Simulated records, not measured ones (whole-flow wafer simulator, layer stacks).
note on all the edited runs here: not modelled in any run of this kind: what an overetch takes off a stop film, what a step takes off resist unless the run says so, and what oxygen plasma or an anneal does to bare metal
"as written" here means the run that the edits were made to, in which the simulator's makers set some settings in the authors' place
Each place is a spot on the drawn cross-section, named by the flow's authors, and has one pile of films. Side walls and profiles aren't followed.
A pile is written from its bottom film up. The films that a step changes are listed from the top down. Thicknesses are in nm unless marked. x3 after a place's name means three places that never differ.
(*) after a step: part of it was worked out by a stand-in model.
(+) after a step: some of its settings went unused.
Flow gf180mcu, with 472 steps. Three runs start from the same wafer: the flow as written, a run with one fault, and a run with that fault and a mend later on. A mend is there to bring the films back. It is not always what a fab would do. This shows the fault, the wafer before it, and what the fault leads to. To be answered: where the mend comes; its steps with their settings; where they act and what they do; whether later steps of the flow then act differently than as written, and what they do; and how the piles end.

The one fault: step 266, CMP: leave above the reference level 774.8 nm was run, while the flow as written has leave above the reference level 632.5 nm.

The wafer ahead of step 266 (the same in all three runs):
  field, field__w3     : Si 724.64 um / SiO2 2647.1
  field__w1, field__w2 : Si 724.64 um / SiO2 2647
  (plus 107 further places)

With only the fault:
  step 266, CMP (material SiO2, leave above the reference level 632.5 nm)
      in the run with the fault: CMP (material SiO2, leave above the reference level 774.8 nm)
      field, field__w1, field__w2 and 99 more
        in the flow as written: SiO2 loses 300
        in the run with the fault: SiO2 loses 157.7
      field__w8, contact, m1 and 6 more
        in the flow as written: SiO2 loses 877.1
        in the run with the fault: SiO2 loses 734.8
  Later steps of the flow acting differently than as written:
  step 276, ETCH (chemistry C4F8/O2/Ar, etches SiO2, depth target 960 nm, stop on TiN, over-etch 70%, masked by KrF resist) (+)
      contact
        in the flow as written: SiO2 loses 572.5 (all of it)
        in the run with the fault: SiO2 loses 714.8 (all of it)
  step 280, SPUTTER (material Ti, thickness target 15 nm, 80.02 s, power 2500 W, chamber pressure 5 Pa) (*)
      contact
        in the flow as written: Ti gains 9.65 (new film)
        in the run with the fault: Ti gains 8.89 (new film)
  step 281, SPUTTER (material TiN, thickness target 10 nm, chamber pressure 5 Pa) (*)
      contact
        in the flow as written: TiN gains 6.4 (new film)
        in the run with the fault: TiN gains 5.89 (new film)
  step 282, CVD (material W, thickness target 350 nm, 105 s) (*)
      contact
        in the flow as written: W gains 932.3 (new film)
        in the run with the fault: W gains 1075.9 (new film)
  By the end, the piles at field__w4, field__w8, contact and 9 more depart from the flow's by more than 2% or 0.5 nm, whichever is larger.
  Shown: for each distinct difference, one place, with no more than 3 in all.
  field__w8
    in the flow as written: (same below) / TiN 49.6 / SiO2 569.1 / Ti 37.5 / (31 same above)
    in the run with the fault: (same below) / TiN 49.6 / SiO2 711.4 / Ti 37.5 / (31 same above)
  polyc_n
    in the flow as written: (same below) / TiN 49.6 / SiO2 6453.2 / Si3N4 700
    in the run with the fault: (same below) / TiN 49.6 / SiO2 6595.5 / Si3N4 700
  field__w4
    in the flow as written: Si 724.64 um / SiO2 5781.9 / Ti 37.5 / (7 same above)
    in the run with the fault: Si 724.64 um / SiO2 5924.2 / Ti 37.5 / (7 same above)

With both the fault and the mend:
  After step 266 comes the mend.
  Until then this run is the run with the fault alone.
  step 266a, CMP (material SiO2, leave above the reference level 632.5 nm) (a further turn of the flow's step 266)
      field, field__w1, field__w2 and 108 more
        SiO2 loses 142.3
  Later steps of the flow that are run all act as written at every place that is followed.
  By the end, the piles equal the flow's at every place that both follow.
